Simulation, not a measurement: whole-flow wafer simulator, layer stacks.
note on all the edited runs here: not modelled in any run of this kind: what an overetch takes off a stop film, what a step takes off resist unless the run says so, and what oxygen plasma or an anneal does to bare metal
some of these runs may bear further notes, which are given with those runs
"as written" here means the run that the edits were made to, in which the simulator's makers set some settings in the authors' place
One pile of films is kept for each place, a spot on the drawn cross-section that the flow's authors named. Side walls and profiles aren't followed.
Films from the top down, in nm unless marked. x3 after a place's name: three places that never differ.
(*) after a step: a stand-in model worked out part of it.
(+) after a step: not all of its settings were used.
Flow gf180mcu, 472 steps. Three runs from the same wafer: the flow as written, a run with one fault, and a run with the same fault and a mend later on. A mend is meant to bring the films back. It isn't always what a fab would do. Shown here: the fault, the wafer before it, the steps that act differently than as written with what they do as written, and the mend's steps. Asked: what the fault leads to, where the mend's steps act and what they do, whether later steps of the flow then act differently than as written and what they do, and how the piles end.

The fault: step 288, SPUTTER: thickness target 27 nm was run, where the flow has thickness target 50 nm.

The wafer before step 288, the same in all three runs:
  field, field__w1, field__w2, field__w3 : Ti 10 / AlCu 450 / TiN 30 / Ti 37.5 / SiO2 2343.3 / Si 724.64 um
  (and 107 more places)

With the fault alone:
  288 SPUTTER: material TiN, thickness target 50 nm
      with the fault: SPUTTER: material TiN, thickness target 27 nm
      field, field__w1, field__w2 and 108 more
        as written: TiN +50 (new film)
        with the fault: TiN +27 (new film)
  Later steps of the flow that act differently than as written (2 more steps differ only slightly, by at most 2% or 0.5 nm, whichever is larger, and aren't shown):
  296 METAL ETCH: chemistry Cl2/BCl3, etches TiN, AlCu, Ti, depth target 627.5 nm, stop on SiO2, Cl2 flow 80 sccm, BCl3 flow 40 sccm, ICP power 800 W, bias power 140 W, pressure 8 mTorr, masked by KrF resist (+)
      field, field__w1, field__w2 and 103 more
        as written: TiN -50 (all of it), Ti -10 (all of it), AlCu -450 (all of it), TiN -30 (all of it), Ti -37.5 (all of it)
        with the fault: TiN -27 (all of it), Ti -10 (all of it), AlCu -450 (all of it), TiN -30 (all of it), Ti -37.5 (all of it)
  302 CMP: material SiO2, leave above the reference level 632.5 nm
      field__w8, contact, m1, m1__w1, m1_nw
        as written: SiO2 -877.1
        with the fault: SiO2 -854.1
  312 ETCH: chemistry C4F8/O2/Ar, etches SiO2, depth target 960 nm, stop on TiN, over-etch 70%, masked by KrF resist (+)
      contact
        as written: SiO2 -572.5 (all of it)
        with the fault: SiO2 -595.5 (all of it)
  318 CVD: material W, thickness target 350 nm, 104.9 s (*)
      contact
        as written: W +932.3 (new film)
        with the fault: W +955.5 (new film)
  At the end the piles differ from the flow's by more than 2% or 0.5 nm, whichever is larger, at field__w8, contact, m1, m1__w1, m1_nw.
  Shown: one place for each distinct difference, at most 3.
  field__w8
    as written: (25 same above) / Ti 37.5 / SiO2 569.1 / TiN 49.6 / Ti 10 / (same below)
    with the fault: (25 same above) / Ti 37.5 / SiO2 592.1 / TiN 26.6 / Ti 10 / (same below)
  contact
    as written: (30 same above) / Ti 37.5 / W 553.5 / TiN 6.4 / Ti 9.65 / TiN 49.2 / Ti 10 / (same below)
    with the fault: (30 same above) / Ti 37.5 / W 576.7 / TiN 6.32 / Ti 9.52 / TiN 26.2 / Ti 10 / (same below)

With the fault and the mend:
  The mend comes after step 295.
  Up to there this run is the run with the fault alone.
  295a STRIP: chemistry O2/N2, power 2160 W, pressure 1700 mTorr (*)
      field__w8, contact, m1, m1__w1, m1_nw
        KrF resist -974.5 (all of it)
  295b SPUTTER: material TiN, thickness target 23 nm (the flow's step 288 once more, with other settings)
      field, field__w1, field__w2 and 108 more
        TiN +23
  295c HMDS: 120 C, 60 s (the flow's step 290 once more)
      changes no film at any place that is followed
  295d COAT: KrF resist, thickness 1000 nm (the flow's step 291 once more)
      field, field__w1, field__w2 and 108 more
        KrF resist +1000 (new film)
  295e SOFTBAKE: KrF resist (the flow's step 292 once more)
      changes no film at any place that is followed
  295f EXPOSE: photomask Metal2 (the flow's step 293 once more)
      changes no film at any place that is followed
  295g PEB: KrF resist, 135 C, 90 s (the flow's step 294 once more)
      field, field__w1, field__w2 and 108 more
        KrF resist -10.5
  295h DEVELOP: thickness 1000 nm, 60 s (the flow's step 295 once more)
      field, field__w1, field__w2 and 103 more
        KrF resist -989.5 (all of it)
      field__w8, contact, m1, m1__w1, m1_nw
        KrF resist -14.9
  No later step of the flow acts differently than as written at any place that is followed.
  At the end the piles are the same as the flow's at every place that both follow.
